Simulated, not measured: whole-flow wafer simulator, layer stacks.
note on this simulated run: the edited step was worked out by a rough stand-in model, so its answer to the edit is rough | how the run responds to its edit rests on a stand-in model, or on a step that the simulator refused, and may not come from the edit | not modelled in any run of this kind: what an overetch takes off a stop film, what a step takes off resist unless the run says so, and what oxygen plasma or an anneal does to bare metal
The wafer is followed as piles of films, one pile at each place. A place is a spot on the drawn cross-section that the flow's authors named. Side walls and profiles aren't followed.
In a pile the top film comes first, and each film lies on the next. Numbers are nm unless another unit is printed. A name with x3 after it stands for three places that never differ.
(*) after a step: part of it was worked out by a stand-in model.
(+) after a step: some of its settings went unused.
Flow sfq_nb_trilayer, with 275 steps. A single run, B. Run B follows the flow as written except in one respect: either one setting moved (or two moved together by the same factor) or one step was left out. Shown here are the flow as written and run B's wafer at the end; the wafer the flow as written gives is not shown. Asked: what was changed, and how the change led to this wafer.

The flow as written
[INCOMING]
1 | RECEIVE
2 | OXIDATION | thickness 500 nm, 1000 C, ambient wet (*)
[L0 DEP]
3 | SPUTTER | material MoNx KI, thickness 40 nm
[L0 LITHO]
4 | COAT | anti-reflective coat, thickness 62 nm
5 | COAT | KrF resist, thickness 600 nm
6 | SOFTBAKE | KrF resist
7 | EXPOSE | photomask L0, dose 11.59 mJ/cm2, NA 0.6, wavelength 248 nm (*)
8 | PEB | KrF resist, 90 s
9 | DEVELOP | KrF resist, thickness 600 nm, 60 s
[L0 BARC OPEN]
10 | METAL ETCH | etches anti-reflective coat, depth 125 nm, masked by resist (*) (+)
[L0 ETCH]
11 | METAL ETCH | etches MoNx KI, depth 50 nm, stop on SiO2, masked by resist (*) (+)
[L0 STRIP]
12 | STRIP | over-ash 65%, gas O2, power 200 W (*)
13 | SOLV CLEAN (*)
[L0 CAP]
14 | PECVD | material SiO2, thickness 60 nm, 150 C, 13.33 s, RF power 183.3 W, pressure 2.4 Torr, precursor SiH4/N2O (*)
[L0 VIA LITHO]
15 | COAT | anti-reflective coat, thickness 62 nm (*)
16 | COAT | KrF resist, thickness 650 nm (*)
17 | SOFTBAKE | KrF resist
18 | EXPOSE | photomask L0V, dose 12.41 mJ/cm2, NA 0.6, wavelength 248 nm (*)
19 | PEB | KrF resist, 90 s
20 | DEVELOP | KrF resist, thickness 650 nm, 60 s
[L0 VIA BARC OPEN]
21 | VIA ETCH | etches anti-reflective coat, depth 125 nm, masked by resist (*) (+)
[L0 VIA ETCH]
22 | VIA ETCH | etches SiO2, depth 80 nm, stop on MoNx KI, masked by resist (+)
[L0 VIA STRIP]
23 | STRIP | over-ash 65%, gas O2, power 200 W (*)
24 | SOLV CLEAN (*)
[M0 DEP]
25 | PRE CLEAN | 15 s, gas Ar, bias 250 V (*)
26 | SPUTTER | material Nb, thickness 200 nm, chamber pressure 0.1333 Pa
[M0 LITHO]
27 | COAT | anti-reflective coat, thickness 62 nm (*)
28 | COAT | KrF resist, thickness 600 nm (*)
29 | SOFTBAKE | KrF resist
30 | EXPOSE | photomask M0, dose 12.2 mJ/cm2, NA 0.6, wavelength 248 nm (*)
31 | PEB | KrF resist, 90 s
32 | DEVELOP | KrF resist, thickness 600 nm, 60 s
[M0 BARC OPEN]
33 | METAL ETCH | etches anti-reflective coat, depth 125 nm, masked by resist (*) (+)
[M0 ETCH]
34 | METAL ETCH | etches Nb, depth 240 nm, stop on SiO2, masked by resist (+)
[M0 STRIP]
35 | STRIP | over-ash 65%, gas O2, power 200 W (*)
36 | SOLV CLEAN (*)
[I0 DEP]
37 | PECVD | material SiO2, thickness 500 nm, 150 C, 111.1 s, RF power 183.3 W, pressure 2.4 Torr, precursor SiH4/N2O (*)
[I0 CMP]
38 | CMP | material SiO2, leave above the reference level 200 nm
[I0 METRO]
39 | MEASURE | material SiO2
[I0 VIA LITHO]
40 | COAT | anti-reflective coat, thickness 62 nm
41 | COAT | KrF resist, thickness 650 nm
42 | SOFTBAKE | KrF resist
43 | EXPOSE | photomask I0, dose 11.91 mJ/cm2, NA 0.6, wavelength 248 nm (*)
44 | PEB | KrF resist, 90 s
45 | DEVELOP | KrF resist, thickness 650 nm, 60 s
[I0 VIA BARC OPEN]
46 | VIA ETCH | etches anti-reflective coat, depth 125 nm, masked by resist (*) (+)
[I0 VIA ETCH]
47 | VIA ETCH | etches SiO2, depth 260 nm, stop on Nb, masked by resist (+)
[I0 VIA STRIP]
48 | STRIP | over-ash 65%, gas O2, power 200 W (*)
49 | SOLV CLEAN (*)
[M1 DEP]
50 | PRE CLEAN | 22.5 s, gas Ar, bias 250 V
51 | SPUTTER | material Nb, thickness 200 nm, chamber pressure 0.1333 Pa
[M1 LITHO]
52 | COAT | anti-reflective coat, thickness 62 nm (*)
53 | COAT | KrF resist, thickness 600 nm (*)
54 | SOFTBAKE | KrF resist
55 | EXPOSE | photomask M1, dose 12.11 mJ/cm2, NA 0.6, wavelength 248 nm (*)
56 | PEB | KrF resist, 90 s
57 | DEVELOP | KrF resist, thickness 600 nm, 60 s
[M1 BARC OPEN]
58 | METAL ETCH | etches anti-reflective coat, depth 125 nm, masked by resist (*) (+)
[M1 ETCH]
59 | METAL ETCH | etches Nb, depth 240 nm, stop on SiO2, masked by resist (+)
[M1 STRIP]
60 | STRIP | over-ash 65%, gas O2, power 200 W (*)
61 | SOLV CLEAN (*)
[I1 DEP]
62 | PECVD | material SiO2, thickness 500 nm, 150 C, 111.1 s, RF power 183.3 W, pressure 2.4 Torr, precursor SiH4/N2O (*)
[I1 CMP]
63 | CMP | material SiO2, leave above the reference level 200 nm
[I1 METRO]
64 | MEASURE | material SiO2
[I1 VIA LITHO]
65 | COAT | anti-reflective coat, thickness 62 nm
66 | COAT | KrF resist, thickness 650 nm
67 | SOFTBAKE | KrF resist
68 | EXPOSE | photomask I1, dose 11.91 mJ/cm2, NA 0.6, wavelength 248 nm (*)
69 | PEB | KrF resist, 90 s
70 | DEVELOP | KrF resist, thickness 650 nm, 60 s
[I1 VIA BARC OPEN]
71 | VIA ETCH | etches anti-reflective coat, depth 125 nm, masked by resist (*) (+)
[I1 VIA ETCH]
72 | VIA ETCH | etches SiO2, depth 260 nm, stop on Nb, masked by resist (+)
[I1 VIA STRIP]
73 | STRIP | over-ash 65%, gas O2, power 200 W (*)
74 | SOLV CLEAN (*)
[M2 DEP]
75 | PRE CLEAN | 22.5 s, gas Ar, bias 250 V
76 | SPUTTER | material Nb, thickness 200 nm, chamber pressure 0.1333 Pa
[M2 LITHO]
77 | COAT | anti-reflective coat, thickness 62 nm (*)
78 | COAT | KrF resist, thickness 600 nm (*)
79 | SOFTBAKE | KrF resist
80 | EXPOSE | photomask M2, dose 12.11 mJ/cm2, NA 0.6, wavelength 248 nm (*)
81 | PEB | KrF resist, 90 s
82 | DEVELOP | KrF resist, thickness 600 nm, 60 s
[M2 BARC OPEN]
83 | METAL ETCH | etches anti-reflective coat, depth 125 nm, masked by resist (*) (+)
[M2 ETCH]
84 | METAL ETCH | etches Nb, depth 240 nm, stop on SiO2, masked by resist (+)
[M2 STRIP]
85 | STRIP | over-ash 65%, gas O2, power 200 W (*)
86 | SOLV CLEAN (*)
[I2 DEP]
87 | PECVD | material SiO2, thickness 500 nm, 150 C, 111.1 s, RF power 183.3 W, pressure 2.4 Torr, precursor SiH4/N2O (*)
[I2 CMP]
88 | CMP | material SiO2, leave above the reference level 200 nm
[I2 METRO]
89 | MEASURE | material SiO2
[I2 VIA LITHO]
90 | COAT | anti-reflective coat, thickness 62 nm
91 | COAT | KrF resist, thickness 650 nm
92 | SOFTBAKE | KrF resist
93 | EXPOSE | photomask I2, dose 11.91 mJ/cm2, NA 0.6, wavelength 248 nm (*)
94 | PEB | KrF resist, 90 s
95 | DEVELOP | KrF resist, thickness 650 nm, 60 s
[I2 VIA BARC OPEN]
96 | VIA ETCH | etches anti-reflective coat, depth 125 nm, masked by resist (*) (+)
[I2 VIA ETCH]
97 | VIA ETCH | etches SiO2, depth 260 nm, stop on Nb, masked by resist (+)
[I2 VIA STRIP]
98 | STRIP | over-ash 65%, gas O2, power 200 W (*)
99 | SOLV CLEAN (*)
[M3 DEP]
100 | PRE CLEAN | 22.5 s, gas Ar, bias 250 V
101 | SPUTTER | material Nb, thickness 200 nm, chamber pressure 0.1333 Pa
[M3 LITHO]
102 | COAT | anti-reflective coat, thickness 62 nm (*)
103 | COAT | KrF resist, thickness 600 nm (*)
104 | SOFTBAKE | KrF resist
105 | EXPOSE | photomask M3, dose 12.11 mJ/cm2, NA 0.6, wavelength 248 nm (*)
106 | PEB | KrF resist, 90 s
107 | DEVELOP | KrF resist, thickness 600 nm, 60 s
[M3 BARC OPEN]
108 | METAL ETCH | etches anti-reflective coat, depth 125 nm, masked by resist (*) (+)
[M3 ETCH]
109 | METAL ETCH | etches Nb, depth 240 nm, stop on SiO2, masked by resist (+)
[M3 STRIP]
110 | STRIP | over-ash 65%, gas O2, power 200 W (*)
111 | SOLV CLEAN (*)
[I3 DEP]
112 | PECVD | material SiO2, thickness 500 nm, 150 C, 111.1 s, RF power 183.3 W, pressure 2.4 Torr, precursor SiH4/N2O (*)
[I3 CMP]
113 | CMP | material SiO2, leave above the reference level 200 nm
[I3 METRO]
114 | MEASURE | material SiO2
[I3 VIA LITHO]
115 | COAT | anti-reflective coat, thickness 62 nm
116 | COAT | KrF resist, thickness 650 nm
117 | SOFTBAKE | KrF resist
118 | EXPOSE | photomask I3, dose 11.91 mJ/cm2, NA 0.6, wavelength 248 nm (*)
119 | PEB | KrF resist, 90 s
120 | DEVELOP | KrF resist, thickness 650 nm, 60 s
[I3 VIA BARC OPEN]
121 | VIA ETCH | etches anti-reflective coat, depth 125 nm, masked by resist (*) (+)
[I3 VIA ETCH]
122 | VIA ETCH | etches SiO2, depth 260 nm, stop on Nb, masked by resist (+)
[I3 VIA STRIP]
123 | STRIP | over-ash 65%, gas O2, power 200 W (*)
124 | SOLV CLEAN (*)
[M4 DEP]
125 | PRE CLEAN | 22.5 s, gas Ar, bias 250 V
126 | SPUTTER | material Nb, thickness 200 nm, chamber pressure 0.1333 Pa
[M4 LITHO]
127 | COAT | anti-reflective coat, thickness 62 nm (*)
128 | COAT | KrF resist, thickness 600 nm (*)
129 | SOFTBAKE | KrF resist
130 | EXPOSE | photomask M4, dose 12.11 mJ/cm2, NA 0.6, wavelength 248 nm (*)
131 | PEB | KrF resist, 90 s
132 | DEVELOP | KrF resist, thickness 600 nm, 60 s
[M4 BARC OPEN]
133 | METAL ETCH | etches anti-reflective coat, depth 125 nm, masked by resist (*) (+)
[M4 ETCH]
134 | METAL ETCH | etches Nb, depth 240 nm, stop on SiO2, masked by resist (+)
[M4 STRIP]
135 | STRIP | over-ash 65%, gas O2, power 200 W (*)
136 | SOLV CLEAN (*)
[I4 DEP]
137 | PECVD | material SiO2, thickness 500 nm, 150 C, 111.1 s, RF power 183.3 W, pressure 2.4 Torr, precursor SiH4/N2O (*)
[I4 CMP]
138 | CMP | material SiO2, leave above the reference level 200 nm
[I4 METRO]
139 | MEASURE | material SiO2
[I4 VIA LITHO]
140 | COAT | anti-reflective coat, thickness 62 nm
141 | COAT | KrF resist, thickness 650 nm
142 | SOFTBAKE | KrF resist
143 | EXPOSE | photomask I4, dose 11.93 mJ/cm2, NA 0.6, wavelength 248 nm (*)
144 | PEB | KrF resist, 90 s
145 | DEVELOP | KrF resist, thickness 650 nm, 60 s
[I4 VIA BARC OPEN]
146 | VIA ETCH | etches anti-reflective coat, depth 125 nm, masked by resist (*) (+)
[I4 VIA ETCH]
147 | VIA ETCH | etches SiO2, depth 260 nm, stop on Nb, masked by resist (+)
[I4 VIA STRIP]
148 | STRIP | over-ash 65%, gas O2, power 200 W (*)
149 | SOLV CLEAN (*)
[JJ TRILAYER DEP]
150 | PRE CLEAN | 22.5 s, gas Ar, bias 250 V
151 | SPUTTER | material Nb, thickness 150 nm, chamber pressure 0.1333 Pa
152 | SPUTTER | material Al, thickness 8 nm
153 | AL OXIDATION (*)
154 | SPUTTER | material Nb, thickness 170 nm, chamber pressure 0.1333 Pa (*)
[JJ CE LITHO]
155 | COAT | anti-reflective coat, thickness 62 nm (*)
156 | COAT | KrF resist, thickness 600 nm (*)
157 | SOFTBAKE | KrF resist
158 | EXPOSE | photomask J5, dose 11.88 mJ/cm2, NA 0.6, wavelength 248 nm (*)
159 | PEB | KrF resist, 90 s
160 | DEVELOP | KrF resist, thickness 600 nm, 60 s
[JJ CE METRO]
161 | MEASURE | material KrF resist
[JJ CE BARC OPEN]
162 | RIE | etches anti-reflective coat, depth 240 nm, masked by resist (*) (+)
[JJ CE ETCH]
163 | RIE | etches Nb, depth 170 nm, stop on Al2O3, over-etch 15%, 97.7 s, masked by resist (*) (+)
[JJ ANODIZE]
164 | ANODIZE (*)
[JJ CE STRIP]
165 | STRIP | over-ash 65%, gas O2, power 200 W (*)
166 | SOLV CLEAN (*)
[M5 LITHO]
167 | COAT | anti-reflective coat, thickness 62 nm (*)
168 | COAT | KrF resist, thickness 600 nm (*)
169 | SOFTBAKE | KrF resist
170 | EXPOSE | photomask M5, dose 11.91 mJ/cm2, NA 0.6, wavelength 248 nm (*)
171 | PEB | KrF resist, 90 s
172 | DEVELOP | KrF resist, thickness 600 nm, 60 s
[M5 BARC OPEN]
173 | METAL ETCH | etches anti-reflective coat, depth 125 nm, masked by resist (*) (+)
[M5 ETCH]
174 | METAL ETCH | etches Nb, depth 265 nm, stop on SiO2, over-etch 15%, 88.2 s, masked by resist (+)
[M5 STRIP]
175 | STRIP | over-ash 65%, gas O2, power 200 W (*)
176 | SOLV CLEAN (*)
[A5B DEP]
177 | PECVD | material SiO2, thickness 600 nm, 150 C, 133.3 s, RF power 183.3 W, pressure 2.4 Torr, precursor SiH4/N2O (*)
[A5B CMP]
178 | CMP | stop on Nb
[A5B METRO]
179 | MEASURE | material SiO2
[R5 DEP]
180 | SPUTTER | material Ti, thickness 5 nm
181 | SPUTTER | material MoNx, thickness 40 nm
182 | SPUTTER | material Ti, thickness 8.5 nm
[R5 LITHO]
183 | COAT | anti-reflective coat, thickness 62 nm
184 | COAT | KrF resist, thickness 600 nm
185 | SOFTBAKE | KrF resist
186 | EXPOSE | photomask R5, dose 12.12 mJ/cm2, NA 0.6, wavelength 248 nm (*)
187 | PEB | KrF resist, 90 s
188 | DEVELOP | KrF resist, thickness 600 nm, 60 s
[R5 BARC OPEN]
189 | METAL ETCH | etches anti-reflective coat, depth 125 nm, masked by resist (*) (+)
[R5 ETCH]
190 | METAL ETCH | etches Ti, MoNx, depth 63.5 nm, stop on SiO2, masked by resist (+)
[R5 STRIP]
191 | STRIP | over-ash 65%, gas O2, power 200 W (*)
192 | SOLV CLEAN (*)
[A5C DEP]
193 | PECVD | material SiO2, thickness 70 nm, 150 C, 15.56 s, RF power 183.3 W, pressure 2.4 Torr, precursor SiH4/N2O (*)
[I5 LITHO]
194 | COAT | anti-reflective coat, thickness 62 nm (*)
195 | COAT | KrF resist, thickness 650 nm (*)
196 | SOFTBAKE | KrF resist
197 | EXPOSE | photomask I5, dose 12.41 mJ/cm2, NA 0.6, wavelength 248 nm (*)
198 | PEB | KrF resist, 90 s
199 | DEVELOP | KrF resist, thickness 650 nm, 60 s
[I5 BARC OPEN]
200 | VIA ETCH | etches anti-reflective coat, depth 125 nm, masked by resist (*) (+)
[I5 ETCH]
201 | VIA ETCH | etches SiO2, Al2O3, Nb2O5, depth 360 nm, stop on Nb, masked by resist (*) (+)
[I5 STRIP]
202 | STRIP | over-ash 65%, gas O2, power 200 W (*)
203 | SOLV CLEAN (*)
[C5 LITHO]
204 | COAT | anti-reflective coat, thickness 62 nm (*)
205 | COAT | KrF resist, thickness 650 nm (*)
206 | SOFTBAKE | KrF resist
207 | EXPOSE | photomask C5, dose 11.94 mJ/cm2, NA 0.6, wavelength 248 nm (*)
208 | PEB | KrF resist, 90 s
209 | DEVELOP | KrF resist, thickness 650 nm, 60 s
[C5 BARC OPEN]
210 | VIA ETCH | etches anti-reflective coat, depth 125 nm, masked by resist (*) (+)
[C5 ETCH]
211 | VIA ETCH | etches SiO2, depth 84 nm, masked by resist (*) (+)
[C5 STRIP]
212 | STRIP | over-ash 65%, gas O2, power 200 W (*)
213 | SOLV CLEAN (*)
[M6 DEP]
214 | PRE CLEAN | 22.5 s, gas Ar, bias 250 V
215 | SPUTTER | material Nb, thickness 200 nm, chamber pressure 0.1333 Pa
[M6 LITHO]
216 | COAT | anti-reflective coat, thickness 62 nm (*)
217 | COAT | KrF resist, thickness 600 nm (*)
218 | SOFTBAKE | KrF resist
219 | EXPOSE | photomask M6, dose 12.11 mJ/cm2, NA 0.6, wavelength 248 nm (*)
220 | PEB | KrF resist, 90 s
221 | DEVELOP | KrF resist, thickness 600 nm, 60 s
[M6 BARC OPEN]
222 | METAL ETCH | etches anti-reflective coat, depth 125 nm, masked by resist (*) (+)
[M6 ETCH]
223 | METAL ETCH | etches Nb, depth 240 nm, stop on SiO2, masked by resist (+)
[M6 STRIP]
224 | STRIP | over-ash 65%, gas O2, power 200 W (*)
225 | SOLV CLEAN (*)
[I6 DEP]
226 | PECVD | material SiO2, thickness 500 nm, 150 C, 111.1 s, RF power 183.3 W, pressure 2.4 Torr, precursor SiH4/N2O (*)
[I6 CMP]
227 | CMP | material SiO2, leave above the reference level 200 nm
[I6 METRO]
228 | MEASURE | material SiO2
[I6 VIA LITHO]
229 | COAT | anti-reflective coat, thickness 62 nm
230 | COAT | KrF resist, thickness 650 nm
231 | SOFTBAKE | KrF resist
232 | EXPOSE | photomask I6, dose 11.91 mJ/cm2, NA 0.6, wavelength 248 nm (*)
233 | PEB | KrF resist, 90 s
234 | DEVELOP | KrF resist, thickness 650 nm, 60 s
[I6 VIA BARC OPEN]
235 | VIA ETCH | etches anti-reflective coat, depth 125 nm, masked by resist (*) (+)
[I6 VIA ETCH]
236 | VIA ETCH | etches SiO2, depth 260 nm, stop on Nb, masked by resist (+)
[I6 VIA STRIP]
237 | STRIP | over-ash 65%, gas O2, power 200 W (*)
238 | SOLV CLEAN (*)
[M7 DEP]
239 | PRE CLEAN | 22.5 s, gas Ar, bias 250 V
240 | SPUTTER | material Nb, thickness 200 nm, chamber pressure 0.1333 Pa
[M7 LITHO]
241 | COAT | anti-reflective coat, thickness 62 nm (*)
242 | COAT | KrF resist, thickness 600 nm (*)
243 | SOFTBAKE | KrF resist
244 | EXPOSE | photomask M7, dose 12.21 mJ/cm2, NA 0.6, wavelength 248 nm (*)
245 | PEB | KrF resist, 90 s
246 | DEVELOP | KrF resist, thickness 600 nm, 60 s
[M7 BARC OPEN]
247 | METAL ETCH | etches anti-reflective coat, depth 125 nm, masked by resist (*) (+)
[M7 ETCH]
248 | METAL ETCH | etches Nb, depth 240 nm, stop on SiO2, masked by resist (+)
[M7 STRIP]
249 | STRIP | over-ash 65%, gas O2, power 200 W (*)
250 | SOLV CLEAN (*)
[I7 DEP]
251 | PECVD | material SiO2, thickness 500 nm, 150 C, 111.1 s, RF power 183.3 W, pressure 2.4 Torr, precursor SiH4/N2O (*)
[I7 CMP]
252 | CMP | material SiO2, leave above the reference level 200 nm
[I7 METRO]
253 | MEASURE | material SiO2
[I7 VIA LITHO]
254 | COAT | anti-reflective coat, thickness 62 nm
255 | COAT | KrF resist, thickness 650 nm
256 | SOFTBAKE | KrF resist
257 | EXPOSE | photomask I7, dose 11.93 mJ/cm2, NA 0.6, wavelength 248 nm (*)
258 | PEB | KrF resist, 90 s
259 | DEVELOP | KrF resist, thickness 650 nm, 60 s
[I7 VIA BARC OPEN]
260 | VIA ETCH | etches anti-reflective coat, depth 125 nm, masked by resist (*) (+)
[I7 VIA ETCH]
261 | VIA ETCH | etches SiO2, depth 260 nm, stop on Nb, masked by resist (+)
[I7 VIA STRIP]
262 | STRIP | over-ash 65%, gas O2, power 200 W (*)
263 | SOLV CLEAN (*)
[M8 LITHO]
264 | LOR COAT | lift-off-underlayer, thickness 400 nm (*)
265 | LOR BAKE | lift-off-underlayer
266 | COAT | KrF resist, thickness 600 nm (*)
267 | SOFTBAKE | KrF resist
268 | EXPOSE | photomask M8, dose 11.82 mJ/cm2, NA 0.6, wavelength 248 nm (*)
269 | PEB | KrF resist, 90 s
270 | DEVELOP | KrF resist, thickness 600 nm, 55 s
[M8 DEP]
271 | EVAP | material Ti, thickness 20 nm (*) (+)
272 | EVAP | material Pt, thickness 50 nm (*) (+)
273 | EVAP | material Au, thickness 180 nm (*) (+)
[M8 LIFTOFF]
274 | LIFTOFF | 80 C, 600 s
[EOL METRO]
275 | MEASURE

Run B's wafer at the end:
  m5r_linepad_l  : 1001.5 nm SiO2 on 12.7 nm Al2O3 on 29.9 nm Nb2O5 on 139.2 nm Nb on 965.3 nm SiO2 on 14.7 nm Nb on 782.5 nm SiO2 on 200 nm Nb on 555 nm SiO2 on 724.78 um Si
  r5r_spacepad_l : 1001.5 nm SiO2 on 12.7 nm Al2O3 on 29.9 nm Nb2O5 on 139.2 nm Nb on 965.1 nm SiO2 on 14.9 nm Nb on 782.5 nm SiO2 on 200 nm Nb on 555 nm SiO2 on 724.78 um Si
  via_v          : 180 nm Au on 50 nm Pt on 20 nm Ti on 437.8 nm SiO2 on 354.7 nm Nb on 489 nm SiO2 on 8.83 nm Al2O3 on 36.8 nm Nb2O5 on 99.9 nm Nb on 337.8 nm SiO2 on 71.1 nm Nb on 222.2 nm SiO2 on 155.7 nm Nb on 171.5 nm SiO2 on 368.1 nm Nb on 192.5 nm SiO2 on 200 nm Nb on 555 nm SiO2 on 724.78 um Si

The reason: step 87, PECVD: thickness 205 nm was run, while the flow as written has thickness 500 nm; step 87, PECVD: 45.56 s was run, where the flow has 111.1 s.

How this came from the change, step by step:
  87 | PECVD | material SiO2, thickness 500 nm, 150 C, 111.1 s, RF power 183.3 W, pressure 2.4 Torr, precursor SiH4/N2O (*)
      field_l, be, be_sur and 81 more: +205 SiO2 (it would be, as written: +500 SiO2)
      v_sur, via_wl, via_w and 18 more: +205 SiO2 (new film) (it would be, as written: +500 SiO2 (new film))
      (and at 1 other place as well)
  88 | CMP | material SiO2, leave above the reference level 200 nm
      field_l, be, be_sur and 81 more: nothing (it would be, as written: -100 SiO2)
      via_v: nothing (it would be, as written: -181.6 SiO2)
      (and at 21 other places as well)
  90 | COAT | anti-reflective coat, thickness 62 nm
      p3_l3, p3_l5, p3_l6, m8r_pad_w: +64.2 anti-reflective coat (new film) (it would be, as written: +62 anti-reflective coat (new film))
      ce_l, ce_r, p3_s1: +63.9 anti-reflective coat (new film) (it would be, as written: +62 anti-reflective coat (new film))
      (and at 76 other places as well)
  91 | COAT | KrF resist, thickness 650 nm
      field_l, m0r_line_l, m6r_line_l, m7r_line_l: +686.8 KrF resist (new film) (it would be, as written: +650 KrF resist (new film))
      m0r_space_l, m6r_space_l, m7r_space_l: +676.2 KrF resist (new film) (it would be, as written: +650 KrF resist (new film))
      (and at 62 other places as well)
  95 | DEVELOP | KrF resist, thickness 650 nm, 60 s
      via_w: -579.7 KrF resist (all of it) (it would be, as written: -648.6 KrF resist (all of it))
  96 | VIA ETCH | etches anti-reflective coat, depth 125 nm, masked by resist (*) (+)
      field_l, v_sur, via_wl and 102 more: -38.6 KrF resist (it would be, as written: -51.7 KrF resist)
      via_w: -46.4 anti-reflective coat (all of it), -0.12 SiO2 (it would be, as written: -62 anti-reflective coat (all of it), -0.16 SiO2)
  98 | STRIP | over-ash 65%, gas O2, power 200 W (*)
      p3_s3, p3_l4, p3_s4: -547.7 KrF resist (all of it), -64.1 anti-reflective coat (all of it) (it would be, as written: -528.6 KrF resist (all of it), -62 anti-reflective coat (all of it))
      m0r_line_l, m6r_line_l, m7r_line_l: -578.3 KrF resist (all of it), -61.4 anti-reflective coat (all of it) (it would be, as written: -528.6 KrF resist (all of it), -62 anti-reflective coat (all of it))
      (and at 99 other places as well)
  101 | SPUTTER | material Nb, thickness 200 nm, chamber pressure 0.1333 Pa
      via_v: +155.7 Nb (new film) (it would be, as written: +200 Nb (new film))
  102 | COAT | anti-reflective coat, thickness 62 nm (*)
      m0r_space_l, m0r_space_r, m6r_space_l, m6r_space_r, m7r_space_l, m7r_space_r: +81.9 anti-reflective coat (new film) (it would be, as written: +62 anti-reflective coat (new film))
      p3_l3, p3_l5, p3_l6: +64.2 anti-reflective coat (new film) (it would be, as written: +62 anti-reflective coat (new film))
      (and at 74 other places as well)
  103 | COAT | KrF resist, thickness 600 nm (*)
      m0r_space_l, m0r_space_r, m5r_space_l, m5r_space_r, m6r_space_l, m6r_space_r, m7r_space_l, m7r_space_r: +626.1 KrF resist (new film) (it would be, as written: +600 KrF resist (new film))
      m0r_line_l, m0r_line_r, m6r_line_l, m6r_line_r, m7r_line_l, m7r_line_r: +636 KrF resist (new film) (it would be, as written: +600 KrF resist (new film))
      (and at 55 other places as well)
  107 | DEVELOP | KrF resist, thickness 600 nm, 60 s
      m0r_space_l, m0r_space_r, m5r_space_l, m5r_space_r, m6r_space_l, m6r_space_r, m7r_space_l, m7r_space_r: -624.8 KrF resist (all of it) (it would be, as written: -598.7 KrF resist (all of it))
      m0r_line_l, m0r_line_r, m6r_line_l, m6r_line_r, m7r_line_l, m7r_line_r: -634.7 KrF resist (all of it) (it would be, as written: -598.7 KrF resist (all of it))
      (and at 32 other places as well)
  108 | METAL ETCH | etches anti-reflective coat, depth 125 nm, masked by resist (*) (+)
      m5r_linepad_l, m5r_linepad_r, r5r_spacepad_l, r5r_spacepad_r, m8r_pad_l, m8r_pad_r: -125 anti-reflective coat (it would be, as written: -62 anti-reflective coat (all of it))
      v_sur, via_wl, via_w and 28 more: -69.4 KrF resist (it would be, as written: -51.7 KrF resist)
      (and at 50 other places as well)
  109 | METAL ETCH | etches Nb, depth 240 nm, stop on SiO2, masked by resist (+)
      m5r_linepad_l, m5r_linepad_r: -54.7 anti-reflective coat (all of it), -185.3 Nb (it would be, as written: -200 Nb (all of it))
      r5r_spacepad_l, r5r_spacepad_r: -54.9 anti-reflective coat (all of it), -185.1 Nb (it would be, as written: -200 Nb (all of it))
      (and at 2 other places as well)
  110 | STRIP | over-ash 65%, gas O2, power 200 W (*)
      v_sur: -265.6 KrF resist (all of it), -36.8 anti-reflective coat (all of it) (it would be, as written: -365.3 KrF resist (all of it), -61.1 anti-reflective coat (all of it))
      via_wl: -280.6 KrF resist (all of it), -27 anti-reflective coat (all of it) (it would be, as written: -384.2 KrF resist (all of it), -34.2 anti-reflective coat (all of it))
      (and at 28 other places as well)
  112 | PECVD | material SiO2, thickness 500 nm, 150 C, 111.1 s, RF power 183.3 W, pressure 2.4 Torr, precursor SiH4/N2O (*)
      m5r_linepad_l, m5r_linepad_r, r5r_spacepad_l, r5r_spacepad_r: +500 SiO2 (new film) (it would be, as written: +500 SiO2)
      via_v: +646.9 SiO2 (new film) (it would be, as written: +500 SiO2 (new film))
  113 | CMP | material SiO2, leave above the reference level 200 nm
      field_l, be, be_sur and 64 more: nothing (it would be, as written: -100 SiO2)
      p4_g1, p4_g2, p3_s0, p3_s1, p3_s2, p3_s3, p3_s4, p3_s5: nothing (it would be, as written: -157.1 SiO2)
      (and at 10 other places as well)
  ... 33 other steps ...
  178 | CMP | stop on Nb
      via_v: -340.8 SiO2 (it would be, as written: -453.5 SiO2)
Taking metal films that touch as one body, m5r_linepad_l has 3 bodies (between them, from the top down: SiO2 965.3; SiO2 782.5); the flow as written gives 2 bodies (between them, from the top down: SiO2 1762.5).
Taking metal films that touch as one body, r5r_spacepad_l has 3 bodies (between them, from the top down: SiO2 965.1; SiO2 782.5); the flow as written gives 2 bodies (between them, from the top down: SiO2 1762.5).
Taking metal films that touch as one body, via_v has 7 bodies (between them, from the top down: SiO2 437.8; SiO2 489 / Al2O3 8.83 / Nb2O5 36.8; SiO2 337.8; SiO2 222.2; SiO2 171.5; SiO2 192.5); the flow as written gives 6 bodies (between them, from the top down: SiO2 437.8; SiO2 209 / Al2O3 12.7 / Nb2O5 29.9; SiO2 425.9; SiO2 416.9; SiO2 192.5).
